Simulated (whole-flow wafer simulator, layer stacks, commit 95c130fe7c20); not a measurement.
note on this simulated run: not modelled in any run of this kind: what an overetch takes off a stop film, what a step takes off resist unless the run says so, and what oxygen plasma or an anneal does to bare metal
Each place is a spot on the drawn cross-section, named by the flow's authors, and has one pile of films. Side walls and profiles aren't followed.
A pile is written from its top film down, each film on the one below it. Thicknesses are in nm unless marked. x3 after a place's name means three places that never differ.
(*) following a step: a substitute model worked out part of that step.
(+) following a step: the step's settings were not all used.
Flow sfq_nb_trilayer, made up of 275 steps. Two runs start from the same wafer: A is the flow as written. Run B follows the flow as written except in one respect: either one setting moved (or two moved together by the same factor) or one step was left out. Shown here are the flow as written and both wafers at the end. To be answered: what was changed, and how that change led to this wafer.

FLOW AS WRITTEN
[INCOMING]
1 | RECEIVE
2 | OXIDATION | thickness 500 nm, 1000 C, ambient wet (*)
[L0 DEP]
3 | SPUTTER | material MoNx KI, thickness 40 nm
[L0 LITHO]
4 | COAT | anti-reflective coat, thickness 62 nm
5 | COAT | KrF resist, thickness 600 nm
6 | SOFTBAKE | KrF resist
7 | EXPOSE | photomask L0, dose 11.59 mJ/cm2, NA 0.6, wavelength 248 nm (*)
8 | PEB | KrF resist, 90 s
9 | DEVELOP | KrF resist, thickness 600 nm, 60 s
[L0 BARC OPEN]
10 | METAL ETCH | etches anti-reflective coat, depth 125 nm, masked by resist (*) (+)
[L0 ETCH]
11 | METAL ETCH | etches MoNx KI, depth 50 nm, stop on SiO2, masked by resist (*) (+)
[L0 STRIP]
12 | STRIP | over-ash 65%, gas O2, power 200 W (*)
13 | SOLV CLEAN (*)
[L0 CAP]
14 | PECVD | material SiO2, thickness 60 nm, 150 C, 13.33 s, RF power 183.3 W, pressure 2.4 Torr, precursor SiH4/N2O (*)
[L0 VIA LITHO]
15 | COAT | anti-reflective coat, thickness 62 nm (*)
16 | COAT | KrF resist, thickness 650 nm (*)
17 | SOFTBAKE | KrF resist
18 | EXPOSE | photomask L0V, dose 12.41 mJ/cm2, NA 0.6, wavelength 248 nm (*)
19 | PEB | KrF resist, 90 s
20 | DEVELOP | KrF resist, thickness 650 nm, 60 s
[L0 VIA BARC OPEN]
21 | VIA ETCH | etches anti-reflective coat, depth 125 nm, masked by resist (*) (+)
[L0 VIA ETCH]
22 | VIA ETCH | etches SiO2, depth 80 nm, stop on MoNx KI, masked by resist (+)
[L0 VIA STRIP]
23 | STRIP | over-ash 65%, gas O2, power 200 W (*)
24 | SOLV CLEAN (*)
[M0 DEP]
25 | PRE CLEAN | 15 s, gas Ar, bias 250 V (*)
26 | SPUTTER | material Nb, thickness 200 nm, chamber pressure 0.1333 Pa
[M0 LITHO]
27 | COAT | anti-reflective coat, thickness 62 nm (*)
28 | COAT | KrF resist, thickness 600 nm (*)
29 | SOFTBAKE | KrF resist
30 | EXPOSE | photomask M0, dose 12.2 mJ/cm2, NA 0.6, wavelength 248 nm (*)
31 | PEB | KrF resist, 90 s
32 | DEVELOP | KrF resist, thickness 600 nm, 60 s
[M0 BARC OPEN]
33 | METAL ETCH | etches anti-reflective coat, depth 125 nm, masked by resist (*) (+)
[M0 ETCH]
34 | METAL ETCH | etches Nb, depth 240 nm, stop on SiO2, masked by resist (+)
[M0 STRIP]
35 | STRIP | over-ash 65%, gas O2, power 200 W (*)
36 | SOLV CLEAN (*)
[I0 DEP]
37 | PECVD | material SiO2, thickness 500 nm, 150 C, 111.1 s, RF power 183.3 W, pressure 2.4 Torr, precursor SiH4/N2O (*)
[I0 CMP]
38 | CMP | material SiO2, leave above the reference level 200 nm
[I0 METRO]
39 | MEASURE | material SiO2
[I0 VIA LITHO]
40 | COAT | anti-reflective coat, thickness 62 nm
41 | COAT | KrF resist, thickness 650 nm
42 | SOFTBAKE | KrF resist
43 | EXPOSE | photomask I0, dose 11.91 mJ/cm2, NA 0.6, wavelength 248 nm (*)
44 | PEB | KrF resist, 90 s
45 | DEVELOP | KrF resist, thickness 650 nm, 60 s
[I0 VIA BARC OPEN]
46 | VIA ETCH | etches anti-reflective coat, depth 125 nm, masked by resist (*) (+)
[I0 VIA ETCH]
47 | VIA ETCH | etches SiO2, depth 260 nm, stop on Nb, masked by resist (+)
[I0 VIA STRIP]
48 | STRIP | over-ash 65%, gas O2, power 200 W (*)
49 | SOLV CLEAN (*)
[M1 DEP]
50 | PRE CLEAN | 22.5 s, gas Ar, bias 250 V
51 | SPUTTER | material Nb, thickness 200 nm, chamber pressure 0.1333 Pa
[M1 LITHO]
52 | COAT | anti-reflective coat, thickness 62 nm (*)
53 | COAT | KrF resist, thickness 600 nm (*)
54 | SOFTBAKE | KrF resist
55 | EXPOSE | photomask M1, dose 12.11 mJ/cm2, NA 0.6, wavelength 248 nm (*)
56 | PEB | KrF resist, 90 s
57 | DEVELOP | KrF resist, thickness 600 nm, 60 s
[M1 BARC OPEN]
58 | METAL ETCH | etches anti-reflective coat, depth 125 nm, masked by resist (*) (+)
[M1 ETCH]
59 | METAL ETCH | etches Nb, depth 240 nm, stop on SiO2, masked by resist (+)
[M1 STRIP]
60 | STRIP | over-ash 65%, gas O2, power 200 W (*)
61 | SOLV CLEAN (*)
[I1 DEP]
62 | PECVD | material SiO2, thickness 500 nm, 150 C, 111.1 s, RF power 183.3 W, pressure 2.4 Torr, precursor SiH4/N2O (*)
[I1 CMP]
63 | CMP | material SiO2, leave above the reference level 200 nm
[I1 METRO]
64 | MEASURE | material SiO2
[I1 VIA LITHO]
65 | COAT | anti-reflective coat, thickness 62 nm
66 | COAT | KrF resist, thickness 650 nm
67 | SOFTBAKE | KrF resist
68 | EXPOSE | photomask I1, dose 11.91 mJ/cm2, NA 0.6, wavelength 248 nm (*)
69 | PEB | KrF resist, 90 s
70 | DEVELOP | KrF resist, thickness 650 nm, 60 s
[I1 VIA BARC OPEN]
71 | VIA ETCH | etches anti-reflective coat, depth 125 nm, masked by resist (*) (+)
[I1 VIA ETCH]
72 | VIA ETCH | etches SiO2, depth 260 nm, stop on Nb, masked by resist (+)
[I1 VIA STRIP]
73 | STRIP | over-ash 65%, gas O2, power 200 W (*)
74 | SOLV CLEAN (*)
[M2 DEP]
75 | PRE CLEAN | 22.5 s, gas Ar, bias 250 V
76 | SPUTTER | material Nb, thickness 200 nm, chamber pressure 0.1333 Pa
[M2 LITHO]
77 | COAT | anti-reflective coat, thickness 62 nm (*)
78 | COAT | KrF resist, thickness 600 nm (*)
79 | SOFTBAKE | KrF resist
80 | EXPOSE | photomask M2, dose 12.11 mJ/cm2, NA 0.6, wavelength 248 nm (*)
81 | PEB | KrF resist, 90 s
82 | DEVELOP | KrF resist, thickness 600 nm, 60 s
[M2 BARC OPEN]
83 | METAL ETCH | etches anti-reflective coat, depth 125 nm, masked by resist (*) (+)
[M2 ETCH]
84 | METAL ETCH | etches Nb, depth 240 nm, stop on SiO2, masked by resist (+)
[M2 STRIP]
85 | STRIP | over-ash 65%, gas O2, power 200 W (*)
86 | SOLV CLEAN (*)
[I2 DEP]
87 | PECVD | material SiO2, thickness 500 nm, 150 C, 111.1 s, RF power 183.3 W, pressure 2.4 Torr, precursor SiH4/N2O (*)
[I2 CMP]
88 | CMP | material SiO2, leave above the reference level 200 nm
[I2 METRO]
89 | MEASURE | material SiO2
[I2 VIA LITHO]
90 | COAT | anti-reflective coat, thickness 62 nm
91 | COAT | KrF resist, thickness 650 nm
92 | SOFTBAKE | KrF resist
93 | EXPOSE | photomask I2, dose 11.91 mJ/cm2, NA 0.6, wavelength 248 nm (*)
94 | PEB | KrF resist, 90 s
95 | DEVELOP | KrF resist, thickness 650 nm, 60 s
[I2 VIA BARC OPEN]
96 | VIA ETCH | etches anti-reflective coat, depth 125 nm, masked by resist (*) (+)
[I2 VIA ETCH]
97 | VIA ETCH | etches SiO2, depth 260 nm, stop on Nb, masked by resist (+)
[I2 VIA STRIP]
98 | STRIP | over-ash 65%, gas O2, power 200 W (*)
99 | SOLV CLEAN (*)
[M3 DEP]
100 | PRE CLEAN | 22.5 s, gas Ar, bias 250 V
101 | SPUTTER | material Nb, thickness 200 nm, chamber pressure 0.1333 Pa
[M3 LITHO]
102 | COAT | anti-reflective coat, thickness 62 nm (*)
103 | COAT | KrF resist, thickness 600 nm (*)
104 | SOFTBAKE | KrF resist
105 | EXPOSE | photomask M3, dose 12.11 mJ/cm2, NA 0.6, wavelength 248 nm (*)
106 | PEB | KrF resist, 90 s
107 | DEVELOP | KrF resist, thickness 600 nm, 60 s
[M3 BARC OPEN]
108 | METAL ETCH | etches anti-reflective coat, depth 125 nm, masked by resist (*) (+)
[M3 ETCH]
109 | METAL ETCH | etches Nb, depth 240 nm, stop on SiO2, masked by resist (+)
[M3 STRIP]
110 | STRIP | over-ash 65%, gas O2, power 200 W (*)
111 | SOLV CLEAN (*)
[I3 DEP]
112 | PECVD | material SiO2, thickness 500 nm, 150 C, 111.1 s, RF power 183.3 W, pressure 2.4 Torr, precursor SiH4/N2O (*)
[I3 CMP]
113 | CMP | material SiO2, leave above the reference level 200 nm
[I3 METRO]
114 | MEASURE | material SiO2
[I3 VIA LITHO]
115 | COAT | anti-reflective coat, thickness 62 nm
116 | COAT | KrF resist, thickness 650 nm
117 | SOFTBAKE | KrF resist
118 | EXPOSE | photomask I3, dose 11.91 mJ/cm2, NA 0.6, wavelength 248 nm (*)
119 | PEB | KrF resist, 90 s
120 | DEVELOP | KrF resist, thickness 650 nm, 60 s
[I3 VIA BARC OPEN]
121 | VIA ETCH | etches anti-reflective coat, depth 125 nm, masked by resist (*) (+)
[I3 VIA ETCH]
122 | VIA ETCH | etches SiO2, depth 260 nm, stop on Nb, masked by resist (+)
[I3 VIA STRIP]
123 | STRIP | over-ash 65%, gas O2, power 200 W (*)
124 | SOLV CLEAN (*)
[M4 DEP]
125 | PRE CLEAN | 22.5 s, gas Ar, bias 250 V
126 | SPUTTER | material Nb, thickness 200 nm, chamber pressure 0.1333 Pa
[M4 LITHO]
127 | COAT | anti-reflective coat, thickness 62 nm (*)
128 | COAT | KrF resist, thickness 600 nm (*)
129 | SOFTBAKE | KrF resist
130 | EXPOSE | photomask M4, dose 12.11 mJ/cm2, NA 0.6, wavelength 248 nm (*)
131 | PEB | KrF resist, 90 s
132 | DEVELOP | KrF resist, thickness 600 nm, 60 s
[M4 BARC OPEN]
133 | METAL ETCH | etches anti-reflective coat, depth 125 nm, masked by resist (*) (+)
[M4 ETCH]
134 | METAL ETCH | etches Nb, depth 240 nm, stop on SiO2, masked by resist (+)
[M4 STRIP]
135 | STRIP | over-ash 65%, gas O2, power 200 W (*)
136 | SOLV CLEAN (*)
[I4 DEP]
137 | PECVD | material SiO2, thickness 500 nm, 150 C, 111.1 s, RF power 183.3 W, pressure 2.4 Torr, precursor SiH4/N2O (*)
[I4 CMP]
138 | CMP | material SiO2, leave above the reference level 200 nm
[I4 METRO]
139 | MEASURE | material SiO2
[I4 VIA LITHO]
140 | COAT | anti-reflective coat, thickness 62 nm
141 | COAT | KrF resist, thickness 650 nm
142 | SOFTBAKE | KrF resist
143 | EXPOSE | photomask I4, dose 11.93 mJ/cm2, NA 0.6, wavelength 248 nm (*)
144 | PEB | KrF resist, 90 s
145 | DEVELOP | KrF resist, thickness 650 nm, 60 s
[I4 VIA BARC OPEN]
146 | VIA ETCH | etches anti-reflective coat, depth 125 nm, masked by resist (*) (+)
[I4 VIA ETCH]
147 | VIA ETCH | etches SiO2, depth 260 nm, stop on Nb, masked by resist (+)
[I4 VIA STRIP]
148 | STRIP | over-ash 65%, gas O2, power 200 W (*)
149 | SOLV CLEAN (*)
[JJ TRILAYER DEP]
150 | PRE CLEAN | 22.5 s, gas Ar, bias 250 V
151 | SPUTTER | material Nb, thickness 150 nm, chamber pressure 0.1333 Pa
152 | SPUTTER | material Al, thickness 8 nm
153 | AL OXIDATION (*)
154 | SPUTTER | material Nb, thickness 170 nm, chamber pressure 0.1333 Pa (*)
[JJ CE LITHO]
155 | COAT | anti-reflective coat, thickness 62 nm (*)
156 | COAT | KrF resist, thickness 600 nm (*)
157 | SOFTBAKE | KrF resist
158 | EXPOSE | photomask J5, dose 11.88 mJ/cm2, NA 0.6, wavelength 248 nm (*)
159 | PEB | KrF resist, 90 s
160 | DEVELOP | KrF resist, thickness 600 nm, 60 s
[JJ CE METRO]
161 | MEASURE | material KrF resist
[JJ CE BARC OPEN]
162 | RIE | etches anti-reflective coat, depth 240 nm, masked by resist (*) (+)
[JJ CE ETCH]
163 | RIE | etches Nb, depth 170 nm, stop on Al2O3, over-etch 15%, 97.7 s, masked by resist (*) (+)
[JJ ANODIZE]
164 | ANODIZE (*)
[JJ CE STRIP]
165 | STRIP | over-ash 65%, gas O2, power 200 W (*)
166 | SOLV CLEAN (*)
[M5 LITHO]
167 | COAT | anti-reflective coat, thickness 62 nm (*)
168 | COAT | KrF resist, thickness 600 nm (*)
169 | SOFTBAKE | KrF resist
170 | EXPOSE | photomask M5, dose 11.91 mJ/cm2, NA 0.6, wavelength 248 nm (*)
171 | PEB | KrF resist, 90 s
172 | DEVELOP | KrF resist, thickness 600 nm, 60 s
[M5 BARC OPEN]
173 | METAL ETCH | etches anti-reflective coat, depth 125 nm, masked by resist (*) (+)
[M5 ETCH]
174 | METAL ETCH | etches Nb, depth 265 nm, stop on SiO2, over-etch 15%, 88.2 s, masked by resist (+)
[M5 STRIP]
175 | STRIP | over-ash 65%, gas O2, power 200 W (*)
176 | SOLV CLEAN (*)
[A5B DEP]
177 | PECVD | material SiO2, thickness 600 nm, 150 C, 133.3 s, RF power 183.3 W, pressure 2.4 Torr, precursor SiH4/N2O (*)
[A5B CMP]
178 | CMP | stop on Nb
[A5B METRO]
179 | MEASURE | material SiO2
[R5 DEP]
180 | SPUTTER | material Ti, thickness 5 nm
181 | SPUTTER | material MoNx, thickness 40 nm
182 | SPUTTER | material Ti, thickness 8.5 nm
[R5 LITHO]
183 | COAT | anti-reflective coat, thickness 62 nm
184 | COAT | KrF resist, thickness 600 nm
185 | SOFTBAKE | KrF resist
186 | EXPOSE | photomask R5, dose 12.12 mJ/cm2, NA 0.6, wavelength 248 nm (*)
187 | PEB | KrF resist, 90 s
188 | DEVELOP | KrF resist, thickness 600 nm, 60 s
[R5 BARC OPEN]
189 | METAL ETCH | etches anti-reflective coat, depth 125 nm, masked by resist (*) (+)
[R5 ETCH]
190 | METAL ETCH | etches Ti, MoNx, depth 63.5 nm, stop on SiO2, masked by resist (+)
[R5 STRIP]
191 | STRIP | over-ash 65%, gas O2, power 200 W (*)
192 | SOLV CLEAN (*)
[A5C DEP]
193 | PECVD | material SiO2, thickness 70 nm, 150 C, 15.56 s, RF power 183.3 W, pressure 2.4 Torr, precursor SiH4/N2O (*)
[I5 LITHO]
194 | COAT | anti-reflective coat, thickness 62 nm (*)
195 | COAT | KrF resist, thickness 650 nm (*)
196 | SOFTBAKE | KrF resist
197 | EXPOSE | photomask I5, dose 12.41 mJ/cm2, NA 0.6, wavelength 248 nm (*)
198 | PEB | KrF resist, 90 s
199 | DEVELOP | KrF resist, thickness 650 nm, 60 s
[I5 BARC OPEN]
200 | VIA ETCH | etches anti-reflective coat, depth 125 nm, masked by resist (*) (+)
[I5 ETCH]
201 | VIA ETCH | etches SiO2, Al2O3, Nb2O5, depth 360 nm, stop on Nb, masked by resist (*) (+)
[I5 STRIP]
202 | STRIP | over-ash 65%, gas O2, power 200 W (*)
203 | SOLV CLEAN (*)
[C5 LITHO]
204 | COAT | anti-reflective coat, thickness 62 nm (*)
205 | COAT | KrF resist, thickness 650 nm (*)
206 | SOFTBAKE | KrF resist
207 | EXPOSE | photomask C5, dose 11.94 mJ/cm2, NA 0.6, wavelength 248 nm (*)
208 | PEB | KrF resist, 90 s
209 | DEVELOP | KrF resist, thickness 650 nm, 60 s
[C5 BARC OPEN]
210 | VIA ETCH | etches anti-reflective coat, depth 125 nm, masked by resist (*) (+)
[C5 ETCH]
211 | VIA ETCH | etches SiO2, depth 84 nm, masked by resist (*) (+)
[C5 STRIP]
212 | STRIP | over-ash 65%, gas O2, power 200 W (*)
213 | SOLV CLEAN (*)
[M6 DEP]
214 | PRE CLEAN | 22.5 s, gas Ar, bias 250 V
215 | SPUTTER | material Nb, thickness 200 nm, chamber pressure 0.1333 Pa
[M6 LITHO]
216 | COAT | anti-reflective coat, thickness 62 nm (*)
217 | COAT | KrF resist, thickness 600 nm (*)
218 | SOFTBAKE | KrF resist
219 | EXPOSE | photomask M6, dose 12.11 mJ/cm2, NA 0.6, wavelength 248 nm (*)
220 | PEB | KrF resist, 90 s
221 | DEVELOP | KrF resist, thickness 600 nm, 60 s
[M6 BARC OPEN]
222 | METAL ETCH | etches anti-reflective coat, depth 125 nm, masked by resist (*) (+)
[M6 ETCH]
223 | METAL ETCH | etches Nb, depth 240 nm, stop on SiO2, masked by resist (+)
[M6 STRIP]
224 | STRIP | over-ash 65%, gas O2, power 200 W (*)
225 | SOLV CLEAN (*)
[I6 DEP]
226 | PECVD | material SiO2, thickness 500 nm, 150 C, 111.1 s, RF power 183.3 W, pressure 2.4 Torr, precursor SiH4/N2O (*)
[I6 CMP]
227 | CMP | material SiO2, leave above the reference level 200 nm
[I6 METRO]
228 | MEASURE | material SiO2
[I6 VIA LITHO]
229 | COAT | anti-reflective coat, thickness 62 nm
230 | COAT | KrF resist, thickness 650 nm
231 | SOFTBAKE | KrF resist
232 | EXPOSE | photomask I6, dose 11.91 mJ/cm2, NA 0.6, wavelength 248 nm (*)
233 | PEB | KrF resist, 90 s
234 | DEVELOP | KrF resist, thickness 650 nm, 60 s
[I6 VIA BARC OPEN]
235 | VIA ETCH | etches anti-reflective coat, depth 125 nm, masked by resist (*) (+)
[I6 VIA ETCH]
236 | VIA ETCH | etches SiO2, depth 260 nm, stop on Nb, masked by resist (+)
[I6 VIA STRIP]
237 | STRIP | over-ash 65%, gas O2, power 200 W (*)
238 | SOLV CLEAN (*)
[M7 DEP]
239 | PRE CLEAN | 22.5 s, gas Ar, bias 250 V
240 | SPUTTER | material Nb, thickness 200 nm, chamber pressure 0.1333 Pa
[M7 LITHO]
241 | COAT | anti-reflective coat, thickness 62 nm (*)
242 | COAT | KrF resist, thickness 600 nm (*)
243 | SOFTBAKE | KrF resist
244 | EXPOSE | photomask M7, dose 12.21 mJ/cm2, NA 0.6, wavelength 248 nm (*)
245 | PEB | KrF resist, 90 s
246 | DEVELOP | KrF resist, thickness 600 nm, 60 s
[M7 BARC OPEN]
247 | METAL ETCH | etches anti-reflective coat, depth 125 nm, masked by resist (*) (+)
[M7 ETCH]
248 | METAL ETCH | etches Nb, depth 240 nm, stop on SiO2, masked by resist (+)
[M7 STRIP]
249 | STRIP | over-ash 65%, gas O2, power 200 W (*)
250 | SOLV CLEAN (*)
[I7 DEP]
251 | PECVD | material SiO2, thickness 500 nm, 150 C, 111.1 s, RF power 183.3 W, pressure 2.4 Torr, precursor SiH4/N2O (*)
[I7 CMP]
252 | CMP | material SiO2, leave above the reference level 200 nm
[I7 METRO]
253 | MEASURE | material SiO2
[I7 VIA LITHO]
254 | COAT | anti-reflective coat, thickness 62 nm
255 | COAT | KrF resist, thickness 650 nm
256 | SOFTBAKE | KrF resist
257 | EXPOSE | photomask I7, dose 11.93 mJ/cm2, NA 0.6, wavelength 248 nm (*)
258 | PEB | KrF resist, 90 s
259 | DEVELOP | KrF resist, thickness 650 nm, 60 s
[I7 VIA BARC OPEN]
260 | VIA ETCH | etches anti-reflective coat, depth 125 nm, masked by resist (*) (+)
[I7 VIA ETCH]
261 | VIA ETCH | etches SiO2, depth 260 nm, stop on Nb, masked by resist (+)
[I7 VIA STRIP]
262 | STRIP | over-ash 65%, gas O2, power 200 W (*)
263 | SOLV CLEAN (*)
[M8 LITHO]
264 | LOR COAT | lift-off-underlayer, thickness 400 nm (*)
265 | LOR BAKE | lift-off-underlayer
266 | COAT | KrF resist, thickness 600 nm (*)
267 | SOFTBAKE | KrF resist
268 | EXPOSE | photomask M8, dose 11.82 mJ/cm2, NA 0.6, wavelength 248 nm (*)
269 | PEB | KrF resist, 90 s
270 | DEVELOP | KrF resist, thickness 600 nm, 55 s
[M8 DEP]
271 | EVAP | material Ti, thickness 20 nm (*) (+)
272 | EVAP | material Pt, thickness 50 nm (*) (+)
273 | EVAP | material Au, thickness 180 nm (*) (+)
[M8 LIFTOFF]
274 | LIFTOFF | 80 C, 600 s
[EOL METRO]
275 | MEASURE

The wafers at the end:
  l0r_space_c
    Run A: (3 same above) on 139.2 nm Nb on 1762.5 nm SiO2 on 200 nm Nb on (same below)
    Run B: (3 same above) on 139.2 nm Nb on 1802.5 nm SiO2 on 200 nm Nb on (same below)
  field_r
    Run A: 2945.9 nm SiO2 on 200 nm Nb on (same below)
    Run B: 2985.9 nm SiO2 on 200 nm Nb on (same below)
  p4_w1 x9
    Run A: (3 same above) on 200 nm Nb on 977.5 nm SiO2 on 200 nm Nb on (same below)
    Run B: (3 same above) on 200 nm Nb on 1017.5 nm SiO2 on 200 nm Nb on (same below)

The reason: step 76, SPUTTER: thickness 240 nm was run, whereas the flow has thickness 200 nm.

The path from the change to this, step by step:
  76 | SPUTTER | material Nb, thickness 200 nm, chamber pressure 0.1333 Pa
      field_l, v_sur, via_wl and 102 more: A +200 Nb (new film) | B +240 Nb (new film)
      via_v: A +174.5 Nb | B +209.9 Nb
  84 | METAL ETCH | etches Nb, depth 240 nm, stop on SiO2, masked by resist (+)
      field_l, be, be_sur and 81 more: A -200 Nb (all of it) | B -240 Nb (all of it)
  87 | PECVD | material SiO2, thickness 500 nm, 150 C, 111.1 s, RF power 183.3 W, pressure 2.4 Torr, precursor SiH4/N2O (*)
      via_v: A +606 SiO2 (new film) | B +586.1 SiO2 (new film)
  88 | CMP | material SiO2, leave above the reference level 200 nm
      field_l, be, be_sur and 81 more: A -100 SiO2 | B -60 SiO2
      via_v: A -181.6 SiO2 | B -157.1 SiO2
